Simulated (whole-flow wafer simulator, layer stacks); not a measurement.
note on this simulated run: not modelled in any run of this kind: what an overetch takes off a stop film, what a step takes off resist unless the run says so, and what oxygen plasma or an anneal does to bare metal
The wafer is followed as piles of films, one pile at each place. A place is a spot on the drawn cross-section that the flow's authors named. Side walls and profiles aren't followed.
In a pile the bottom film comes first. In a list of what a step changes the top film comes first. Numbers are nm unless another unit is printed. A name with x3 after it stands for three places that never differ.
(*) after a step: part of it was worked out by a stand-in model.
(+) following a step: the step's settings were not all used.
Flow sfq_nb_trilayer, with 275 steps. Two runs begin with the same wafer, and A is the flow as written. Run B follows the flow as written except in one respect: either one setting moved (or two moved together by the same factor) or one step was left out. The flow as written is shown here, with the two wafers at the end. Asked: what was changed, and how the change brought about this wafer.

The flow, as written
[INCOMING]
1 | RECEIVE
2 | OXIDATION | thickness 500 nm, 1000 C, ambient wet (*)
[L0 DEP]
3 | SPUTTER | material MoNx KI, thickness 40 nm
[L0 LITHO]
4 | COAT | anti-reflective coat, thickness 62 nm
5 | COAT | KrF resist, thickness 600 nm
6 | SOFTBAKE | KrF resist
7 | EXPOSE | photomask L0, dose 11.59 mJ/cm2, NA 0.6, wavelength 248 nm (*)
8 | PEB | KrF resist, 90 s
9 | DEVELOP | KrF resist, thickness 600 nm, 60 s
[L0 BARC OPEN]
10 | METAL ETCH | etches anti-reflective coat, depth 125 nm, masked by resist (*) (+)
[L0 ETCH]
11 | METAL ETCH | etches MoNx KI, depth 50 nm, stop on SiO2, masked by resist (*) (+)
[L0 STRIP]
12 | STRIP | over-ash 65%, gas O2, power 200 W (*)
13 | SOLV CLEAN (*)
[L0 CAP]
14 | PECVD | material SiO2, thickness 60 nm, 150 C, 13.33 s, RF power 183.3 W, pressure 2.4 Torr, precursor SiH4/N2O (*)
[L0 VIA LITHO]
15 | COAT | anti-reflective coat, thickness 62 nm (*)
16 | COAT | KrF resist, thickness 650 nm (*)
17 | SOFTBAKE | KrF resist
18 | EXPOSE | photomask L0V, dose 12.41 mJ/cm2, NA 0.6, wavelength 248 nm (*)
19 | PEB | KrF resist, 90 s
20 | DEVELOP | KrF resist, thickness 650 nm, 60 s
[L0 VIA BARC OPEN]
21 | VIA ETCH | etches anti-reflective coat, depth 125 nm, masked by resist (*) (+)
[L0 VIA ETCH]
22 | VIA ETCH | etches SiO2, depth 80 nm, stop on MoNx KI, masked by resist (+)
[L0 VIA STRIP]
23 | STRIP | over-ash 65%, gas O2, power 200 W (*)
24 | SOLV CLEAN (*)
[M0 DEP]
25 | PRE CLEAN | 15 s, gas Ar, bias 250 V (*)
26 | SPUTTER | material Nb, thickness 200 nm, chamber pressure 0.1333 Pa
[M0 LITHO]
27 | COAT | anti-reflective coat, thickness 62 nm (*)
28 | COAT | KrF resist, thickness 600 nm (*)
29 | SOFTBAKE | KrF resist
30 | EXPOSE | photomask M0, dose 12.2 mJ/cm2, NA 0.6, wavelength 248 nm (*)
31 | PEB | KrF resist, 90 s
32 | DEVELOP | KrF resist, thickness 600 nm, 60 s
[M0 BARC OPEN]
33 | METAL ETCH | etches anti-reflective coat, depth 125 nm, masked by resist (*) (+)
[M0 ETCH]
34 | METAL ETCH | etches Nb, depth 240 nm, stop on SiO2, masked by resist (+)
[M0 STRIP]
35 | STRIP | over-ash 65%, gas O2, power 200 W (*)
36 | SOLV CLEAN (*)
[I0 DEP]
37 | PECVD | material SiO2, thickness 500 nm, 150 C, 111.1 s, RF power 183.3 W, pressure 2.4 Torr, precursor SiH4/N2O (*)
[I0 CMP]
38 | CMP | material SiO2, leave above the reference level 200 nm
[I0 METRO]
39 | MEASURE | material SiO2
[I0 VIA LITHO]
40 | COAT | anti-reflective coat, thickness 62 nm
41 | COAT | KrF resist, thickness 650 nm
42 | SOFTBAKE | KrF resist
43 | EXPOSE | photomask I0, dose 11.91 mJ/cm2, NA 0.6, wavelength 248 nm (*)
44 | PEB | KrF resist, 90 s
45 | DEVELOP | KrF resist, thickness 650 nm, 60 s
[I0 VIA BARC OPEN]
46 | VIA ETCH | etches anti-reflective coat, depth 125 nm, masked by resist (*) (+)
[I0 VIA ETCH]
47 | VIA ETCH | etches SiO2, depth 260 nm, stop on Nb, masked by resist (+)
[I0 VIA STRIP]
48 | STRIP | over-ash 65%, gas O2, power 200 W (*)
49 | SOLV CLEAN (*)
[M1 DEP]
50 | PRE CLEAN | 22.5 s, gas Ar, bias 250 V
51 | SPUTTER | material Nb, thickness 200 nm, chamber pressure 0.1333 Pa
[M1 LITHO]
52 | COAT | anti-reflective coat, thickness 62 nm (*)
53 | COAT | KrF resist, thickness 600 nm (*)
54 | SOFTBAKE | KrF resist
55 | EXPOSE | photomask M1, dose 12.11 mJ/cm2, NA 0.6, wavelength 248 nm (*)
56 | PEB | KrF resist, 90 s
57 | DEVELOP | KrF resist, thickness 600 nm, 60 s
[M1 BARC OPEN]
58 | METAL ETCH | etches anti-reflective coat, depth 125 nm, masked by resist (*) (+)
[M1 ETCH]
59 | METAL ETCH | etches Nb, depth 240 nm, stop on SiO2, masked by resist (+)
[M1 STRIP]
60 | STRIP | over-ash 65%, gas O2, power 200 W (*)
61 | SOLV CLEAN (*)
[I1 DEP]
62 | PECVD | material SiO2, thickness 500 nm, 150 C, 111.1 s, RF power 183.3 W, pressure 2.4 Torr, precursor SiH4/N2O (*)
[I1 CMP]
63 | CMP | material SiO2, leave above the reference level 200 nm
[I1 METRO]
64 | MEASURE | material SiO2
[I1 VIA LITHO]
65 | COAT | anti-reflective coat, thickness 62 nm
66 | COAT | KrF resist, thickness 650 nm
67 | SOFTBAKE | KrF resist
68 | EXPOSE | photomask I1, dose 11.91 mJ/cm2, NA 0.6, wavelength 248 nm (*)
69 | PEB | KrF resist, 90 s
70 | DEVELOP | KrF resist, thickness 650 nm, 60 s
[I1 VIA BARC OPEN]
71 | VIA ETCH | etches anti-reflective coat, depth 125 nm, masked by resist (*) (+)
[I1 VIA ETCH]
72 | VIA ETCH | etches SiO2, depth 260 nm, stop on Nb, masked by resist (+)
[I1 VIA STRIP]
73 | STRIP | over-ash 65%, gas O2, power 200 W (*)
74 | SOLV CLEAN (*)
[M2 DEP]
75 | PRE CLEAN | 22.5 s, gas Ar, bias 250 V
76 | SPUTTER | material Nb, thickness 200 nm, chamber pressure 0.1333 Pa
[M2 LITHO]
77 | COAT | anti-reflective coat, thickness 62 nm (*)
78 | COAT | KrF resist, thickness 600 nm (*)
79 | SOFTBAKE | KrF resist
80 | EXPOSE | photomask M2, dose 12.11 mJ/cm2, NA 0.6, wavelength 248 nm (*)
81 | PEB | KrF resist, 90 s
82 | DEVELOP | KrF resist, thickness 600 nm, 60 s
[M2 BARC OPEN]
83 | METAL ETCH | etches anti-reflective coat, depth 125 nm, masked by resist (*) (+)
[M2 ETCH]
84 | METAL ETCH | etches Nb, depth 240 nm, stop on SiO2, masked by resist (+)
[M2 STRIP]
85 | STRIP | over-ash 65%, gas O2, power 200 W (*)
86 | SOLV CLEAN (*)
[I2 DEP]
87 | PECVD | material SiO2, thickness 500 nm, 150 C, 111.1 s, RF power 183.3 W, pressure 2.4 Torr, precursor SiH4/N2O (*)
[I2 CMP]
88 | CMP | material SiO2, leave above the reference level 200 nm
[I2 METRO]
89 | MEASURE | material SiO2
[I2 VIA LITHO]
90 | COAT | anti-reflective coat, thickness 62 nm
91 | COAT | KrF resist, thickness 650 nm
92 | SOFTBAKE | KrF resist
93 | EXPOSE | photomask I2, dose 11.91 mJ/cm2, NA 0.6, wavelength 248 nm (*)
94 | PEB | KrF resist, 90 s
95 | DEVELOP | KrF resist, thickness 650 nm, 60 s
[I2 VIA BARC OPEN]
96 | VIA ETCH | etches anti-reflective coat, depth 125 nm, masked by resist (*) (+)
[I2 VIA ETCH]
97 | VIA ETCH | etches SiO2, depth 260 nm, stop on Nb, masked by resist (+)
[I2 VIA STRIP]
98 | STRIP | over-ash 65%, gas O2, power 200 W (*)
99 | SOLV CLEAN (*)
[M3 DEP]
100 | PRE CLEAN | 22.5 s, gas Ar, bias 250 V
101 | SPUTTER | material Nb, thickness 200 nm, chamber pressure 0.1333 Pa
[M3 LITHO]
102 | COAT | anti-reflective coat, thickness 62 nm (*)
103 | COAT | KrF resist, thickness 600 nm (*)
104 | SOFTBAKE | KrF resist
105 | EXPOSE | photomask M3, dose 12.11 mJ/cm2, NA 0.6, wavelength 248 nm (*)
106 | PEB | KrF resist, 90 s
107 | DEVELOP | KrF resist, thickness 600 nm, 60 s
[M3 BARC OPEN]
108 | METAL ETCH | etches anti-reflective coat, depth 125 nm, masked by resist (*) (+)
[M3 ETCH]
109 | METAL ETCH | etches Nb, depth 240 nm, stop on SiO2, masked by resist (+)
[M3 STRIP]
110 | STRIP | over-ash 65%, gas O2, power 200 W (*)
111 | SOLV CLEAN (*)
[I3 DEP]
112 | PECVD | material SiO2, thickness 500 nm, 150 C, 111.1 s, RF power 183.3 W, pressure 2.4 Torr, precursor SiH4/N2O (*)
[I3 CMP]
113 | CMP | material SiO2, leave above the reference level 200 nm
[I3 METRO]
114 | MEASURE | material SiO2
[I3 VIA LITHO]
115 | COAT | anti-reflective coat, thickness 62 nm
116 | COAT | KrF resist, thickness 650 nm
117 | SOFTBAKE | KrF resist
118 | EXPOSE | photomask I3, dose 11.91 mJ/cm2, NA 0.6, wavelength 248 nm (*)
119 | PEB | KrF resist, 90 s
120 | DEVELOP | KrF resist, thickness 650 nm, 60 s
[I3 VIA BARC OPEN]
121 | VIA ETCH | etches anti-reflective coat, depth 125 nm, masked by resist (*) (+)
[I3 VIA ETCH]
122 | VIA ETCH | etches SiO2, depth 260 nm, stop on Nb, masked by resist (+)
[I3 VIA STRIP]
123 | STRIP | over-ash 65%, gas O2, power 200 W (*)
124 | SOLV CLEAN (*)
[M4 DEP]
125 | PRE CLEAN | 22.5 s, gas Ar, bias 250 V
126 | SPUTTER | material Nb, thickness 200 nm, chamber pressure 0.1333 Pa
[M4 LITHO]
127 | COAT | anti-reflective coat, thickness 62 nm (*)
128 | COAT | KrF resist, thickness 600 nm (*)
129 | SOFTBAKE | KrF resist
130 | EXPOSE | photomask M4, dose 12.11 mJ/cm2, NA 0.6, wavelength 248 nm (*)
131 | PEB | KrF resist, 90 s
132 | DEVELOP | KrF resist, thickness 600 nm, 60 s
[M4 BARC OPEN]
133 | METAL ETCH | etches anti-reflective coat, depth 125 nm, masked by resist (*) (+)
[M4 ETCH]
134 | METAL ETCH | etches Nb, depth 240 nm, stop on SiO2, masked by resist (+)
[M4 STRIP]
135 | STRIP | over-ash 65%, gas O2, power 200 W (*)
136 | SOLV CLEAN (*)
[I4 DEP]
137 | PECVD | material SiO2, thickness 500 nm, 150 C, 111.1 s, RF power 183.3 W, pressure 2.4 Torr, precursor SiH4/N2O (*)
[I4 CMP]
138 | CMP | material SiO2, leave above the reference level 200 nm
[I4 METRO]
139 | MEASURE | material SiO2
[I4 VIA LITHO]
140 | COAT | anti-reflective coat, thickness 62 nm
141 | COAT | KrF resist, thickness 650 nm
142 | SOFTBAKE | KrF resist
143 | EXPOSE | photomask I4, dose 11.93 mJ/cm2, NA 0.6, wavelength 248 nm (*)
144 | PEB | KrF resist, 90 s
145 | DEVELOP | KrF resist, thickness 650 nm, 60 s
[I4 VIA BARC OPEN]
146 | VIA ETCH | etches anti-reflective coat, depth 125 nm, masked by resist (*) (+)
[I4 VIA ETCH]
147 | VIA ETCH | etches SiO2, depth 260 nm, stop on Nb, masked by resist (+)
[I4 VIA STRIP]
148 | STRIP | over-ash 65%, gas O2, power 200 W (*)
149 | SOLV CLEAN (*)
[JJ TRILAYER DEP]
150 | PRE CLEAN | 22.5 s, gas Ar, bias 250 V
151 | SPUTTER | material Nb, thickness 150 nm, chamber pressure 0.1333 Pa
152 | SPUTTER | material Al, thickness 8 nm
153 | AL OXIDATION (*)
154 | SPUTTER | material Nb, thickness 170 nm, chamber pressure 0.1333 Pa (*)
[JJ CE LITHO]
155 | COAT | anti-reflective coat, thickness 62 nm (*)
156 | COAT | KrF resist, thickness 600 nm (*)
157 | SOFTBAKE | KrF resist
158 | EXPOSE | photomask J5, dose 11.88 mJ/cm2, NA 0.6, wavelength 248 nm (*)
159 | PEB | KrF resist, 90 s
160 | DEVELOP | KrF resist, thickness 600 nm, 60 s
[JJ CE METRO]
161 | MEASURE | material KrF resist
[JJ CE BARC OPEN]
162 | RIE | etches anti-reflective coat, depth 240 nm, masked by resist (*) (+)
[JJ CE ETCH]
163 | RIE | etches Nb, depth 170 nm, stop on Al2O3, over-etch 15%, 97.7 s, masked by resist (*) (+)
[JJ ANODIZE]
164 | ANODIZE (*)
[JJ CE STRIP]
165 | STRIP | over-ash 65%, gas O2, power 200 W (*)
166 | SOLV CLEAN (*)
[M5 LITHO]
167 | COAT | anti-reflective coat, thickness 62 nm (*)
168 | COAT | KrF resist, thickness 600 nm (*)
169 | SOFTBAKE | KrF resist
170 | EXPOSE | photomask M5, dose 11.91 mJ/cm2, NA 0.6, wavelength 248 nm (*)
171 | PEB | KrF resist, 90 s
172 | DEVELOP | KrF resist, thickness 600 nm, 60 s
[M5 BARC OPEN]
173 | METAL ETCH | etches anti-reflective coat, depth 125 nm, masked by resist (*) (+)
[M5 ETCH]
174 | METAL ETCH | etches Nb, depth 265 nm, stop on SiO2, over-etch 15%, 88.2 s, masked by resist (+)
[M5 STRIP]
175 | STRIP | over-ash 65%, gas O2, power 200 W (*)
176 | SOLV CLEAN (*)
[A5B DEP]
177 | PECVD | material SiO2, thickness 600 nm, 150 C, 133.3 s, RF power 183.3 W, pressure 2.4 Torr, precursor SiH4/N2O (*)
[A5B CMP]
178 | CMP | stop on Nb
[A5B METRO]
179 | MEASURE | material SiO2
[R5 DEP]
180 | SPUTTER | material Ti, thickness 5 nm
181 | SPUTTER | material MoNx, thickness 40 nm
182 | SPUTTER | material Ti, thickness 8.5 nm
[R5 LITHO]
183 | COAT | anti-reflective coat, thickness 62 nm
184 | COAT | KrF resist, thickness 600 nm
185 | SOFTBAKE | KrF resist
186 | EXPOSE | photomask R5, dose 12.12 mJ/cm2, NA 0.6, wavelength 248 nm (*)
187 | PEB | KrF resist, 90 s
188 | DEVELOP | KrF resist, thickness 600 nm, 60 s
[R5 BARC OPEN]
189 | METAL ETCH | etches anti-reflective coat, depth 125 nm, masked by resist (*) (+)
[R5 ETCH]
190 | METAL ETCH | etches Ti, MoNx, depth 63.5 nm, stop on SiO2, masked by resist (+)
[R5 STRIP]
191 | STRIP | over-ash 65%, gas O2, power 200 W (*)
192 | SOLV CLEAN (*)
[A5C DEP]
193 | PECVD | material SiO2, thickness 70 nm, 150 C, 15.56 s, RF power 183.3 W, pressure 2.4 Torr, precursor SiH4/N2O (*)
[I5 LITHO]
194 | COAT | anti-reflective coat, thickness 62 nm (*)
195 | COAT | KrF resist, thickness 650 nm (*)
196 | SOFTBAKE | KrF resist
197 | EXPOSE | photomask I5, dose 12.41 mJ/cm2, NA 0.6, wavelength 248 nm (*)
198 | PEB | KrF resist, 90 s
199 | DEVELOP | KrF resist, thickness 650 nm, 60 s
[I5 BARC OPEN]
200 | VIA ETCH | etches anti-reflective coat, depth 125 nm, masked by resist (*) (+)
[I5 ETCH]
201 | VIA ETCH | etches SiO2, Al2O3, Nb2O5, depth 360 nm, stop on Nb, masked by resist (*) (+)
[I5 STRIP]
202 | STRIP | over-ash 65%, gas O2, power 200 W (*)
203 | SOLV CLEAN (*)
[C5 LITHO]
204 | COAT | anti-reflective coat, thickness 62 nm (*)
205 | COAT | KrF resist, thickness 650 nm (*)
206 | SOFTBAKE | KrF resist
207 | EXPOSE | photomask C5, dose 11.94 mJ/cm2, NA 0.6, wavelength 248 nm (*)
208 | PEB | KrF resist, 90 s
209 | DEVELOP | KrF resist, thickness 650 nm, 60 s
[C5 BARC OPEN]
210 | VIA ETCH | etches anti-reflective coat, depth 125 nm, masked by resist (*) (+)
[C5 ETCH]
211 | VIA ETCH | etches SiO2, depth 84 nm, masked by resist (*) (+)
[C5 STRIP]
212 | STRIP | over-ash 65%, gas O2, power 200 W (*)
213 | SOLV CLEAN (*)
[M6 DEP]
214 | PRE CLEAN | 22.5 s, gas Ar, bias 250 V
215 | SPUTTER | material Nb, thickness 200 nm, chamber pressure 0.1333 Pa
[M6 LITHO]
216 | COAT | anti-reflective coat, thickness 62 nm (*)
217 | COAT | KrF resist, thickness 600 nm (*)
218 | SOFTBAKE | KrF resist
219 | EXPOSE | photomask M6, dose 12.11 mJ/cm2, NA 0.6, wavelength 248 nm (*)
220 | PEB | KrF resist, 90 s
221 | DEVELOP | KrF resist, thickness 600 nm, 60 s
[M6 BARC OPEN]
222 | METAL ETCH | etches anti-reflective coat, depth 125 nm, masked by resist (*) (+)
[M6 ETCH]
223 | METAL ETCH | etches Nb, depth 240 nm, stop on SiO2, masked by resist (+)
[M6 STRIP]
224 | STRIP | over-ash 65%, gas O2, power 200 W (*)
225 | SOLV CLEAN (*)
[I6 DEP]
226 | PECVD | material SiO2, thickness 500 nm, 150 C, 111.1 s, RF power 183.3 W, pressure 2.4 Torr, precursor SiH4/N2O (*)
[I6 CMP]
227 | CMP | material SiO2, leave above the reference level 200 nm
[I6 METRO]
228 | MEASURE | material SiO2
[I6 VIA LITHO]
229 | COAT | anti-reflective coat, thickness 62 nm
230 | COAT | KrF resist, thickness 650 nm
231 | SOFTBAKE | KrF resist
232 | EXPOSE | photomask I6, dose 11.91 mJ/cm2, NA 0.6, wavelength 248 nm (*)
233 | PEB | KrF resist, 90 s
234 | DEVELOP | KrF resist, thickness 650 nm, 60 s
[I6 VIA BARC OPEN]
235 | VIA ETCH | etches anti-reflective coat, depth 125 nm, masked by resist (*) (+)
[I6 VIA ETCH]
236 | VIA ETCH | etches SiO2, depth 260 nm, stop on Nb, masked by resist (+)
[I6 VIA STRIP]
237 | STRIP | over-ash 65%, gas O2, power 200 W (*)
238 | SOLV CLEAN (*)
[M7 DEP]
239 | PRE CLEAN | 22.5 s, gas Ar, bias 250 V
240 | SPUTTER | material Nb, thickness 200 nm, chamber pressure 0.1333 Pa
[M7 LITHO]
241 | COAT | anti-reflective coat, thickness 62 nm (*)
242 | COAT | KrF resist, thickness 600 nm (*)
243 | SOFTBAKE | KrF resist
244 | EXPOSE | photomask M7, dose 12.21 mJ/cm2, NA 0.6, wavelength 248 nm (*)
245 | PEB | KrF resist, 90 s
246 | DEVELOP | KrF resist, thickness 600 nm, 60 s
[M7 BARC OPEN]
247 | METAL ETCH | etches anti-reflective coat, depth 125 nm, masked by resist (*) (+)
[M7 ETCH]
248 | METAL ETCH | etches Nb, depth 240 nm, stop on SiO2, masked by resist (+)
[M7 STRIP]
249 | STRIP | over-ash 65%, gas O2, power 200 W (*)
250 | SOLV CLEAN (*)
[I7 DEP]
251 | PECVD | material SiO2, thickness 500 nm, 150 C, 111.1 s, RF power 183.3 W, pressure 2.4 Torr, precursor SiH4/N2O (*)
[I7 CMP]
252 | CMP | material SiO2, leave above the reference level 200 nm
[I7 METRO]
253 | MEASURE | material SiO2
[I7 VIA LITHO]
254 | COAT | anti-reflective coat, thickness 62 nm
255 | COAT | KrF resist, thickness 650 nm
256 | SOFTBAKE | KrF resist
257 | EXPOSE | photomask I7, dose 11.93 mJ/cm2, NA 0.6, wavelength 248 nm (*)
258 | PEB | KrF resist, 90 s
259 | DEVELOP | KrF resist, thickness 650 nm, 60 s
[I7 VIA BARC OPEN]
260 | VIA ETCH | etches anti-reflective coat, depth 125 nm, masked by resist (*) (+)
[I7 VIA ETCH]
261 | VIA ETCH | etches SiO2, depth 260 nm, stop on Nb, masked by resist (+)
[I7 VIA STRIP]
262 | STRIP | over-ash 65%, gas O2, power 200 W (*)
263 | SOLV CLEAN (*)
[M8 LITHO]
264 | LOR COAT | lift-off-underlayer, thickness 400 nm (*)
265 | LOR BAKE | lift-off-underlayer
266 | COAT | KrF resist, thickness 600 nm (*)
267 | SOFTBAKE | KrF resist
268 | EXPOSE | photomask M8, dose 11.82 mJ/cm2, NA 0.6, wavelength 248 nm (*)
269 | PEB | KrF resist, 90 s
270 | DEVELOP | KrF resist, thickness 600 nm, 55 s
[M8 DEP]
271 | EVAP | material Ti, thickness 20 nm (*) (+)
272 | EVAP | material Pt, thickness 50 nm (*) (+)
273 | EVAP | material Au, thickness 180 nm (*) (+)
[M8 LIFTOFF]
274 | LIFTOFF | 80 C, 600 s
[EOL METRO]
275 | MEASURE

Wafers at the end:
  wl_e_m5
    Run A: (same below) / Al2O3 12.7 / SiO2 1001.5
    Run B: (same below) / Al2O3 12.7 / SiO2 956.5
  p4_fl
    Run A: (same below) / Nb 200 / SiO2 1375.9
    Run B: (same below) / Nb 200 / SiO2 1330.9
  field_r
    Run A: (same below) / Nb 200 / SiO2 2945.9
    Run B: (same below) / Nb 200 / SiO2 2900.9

Cause: step 227, CMP: leave above the reference level 155 nm was run, while the flow as written has leave above the reference level 200 nm.

Step by step, how the change led to this:
  227 | CMP | material SiO2, leave above the reference level 200 nm
      field_l, p4_fl, p4_fm and 59 more: A -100 SiO2 | B -145 SiO2
      v_sur, via_wl, via_w and 15 more: A -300 SiO2 | B -345 SiO2
      (and at 26 other places as well)
  236 | VIA ETCH | etches SiO2, depth 260 nm, stop on Nb, masked by resist (+)
      field_l, v_sur, via_wl and 102 more: A -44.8 KrF resist | B -40 KrF resist
      via_v: A -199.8 SiO2 (all of it) | B -154.8 SiO2 (all of it)
  240 | SPUTTER | material Nb, thickness 200 nm, chamber pressure 0.1333 Pa
      via_v: A +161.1 Nb | B +172 Nb
  241 | COAT | anti-reflective coat, thickness 62 nm (*)
      via_v: A +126 anti-reflective coat (new film) | B +114.5 anti-reflective coat (new film)
  242 | COAT | KrF resist, thickness 600 nm (*)
      via_v: A +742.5 KrF resist (new film) | B +705.4 KrF resist (new film)
  249 | STRIP | over-ash 65%, gas O2, power 200 W (*)
      via_v: A -524.5 KrF resist (all of it), -126 anti-reflective coat (all of it) | B -487.5 KrF resist (all of it), -114.5 anti-reflective coat (all of it)
  251 | PECVD | material SiO2, thickness 500 nm, 150 C, 111.1 s, RF power 183.3 W, pressure 2.4 Torr, precursor SiH4/N2O (*)
      via_v: A +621 SiO2 (new film) | B +539 SiO2 (new film)
  252 | CMP | material SiO2, leave above the reference level 200 nm
      via_v: A -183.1 SiO2 | B -157.1 SiO2
